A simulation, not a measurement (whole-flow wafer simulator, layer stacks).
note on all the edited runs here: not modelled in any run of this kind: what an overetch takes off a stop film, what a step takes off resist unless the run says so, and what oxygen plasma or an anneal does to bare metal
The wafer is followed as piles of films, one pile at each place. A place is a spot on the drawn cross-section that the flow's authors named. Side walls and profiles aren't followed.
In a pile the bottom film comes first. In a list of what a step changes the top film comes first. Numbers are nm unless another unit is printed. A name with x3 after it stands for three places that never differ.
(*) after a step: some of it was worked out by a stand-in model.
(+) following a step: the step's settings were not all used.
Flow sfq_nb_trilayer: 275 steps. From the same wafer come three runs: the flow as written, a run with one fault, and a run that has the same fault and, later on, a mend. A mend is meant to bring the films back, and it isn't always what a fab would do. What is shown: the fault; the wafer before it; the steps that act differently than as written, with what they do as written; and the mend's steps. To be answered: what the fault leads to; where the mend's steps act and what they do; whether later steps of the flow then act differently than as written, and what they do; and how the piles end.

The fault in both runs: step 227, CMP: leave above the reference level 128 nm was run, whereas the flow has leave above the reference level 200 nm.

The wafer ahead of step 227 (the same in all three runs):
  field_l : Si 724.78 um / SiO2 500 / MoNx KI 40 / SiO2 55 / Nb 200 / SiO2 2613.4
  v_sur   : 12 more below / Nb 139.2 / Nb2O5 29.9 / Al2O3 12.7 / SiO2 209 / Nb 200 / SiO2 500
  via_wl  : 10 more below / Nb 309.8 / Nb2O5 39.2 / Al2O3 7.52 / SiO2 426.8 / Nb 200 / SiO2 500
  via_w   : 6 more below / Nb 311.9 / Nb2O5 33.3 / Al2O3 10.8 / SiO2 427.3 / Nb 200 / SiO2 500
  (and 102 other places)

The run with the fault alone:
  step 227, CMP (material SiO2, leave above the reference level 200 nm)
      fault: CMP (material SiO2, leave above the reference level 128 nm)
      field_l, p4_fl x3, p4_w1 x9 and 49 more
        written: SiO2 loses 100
        fault: SiO2 loses 172
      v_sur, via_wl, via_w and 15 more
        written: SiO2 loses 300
        fault: SiO2 loses 372
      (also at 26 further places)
  Steps further on in the flow that do not act as written (3 more steps, not shown, differ only slightly: by at most 2% or 0.5 nm, whichever is larger):
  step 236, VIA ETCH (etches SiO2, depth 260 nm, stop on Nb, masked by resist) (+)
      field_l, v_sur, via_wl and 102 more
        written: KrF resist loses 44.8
        fault: KrF resist loses 33.1
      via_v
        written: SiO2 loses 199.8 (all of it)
        fault: SiO2 loses 127.8 (all of it)
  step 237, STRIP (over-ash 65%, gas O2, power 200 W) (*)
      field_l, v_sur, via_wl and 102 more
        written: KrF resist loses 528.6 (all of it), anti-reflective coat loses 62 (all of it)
        fault: KrF resist loses 540.4 (all of it), anti-reflective coat loses 62 (all of it)
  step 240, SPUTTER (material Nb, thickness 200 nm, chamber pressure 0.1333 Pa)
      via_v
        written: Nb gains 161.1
        fault: Nb gains 178.7
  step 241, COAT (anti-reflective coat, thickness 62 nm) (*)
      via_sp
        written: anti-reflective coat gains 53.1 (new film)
        fault: anti-reflective coat gains 54.4 (new film)
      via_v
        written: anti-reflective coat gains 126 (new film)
        fault: anti-reflective coat gains 108.8 (new film)
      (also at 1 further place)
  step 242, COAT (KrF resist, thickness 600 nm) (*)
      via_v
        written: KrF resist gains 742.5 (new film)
        fault: KrF resist gains 682.1 (new film)
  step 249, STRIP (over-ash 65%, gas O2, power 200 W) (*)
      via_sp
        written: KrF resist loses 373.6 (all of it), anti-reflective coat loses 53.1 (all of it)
        fault: KrF resist loses 378.7 (all of it), anti-reflective coat loses 54.4 (all of it)
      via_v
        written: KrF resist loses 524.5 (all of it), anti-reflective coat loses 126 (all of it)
        fault: KrF resist loses 464.3 (all of it), anti-reflective coat loses 108.8 (all of it)
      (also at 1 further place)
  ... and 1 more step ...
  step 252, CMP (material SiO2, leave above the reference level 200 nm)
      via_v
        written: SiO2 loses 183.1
        fault: SiO2 loses 157.1
  The piles end different from the flow's at field_l, v_sur, via_wl and 103 more by more than 2% or 0.5 nm, whichever is larger.
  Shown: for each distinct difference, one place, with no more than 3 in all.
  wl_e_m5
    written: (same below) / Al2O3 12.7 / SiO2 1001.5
    fault: (same below) / Al2O3 12.7 / SiO2 929.5
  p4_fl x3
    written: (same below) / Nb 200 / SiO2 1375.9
    fault: (same below) / Nb 200 / SiO2 1303.9
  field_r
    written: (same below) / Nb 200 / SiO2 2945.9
    fault: (same below) / Nb 200 / SiO2 2873.9

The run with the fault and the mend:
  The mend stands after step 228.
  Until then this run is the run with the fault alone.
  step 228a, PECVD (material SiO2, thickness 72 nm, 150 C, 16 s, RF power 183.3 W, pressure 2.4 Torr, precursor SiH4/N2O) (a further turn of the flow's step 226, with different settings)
      field_l, v_sur, via_wl and 103 more
        SiO2 gains 72
  Every later step of the flow that is run acts as written at every place that is followed.
  The piles end the same as the flow's at every place that both follow.
